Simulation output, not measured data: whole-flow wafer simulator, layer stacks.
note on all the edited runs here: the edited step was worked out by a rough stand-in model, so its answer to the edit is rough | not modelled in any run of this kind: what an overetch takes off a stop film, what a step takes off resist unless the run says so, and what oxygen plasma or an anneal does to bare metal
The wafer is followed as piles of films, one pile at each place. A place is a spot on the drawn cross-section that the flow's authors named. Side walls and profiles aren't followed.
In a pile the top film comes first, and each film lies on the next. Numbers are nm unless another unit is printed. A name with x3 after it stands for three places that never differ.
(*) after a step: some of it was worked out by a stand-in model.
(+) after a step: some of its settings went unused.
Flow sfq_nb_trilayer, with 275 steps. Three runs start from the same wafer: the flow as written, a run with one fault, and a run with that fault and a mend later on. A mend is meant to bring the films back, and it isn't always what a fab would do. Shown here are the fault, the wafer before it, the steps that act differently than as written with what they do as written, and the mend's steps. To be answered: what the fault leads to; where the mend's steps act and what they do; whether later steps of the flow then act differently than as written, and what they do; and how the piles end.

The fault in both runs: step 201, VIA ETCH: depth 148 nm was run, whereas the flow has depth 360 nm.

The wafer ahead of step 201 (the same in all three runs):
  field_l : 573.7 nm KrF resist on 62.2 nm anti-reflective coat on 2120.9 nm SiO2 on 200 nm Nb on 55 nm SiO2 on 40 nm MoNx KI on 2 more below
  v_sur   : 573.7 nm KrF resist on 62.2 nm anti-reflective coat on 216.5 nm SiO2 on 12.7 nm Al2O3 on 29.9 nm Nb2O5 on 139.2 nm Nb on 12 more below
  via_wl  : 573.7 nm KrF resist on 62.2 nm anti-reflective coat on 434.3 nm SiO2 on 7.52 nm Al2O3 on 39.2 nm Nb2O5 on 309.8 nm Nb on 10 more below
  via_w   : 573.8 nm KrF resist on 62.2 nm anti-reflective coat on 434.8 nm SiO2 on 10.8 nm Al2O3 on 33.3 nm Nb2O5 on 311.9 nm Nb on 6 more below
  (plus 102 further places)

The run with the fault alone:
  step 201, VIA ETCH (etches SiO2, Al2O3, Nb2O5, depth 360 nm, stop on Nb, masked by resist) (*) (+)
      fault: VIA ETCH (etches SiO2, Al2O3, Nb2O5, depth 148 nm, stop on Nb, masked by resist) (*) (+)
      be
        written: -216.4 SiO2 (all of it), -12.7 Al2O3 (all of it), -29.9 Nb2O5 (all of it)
        fault: -148 SiO2
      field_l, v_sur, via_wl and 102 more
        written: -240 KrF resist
        fault: -98.7 KrF resist
  Steps further on in the flow that do not act as written (6 more steps, not shown, differ only slightly: by at most 2% or 0.5 nm, whichever is larger):
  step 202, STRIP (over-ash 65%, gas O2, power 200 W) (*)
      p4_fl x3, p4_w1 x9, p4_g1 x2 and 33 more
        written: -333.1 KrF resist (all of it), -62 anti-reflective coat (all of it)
        fault: -474.5 KrF resist (all of it), -62 anti-reflective coat (all of it)
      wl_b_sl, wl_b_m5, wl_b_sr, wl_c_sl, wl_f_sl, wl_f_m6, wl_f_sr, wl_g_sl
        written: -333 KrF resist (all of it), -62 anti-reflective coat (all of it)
        fault: -474.3 KrF resist (all of it), -62 anti-reflective coat (all of it)
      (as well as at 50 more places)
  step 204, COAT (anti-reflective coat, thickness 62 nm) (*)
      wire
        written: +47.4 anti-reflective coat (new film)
        fault: +50.7 anti-reflective coat (new film)
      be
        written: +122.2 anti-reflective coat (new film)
        fault: +105.8 anti-reflective coat (new film)
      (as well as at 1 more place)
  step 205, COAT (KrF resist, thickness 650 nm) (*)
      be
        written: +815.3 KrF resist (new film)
        fault: +736 KrF resist (new film)
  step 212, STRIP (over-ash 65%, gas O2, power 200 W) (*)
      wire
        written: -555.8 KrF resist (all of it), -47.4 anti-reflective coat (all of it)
        fault: -562 KrF resist (all of it), -50.7 anti-reflective coat (all of it)
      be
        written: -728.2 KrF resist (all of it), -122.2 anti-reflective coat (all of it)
        fault: -648.8 KrF resist (all of it), -105.8 anti-reflective coat (all of it)
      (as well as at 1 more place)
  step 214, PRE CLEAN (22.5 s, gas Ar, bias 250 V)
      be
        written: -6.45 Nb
        fault: -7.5 SiO2
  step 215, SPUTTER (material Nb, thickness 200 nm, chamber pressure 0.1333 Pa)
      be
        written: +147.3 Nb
        fault: +173.4 Nb (new film)
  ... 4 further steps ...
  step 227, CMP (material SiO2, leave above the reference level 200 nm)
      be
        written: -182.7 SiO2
        fault: -157.1 SiO2
  By the end, the piles at be depart from the flow's by more than 2% or 0.5 nm, whichever is larger.
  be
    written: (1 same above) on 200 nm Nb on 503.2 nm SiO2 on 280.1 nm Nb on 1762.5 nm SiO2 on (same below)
    fault: (1 same above) on 200 nm Nb on 367.2 nm SiO2 on 173.4 nm Nb on 60.9 nm SiO2 on 12.7 nm Al2O3 on 29.9 nm Nb2O5 on 139.2 nm Nb on 1762.5 nm SiO2 on (same below)

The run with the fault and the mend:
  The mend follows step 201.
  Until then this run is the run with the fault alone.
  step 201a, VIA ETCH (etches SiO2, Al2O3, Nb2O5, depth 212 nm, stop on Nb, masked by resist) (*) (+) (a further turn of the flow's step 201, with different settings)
      field_l, v_sur, via_wl and 102 more
        -141.3 KrF resist
      be
        -68.4 SiO2 (all of it), -12.7 Al2O3 (all of it), -29.9 Nb2O5 (all of it)
  None of the later steps of the flow acts differently than as written at any place that is followed.
  At every place that both follow, the piles at the end match the flow's.
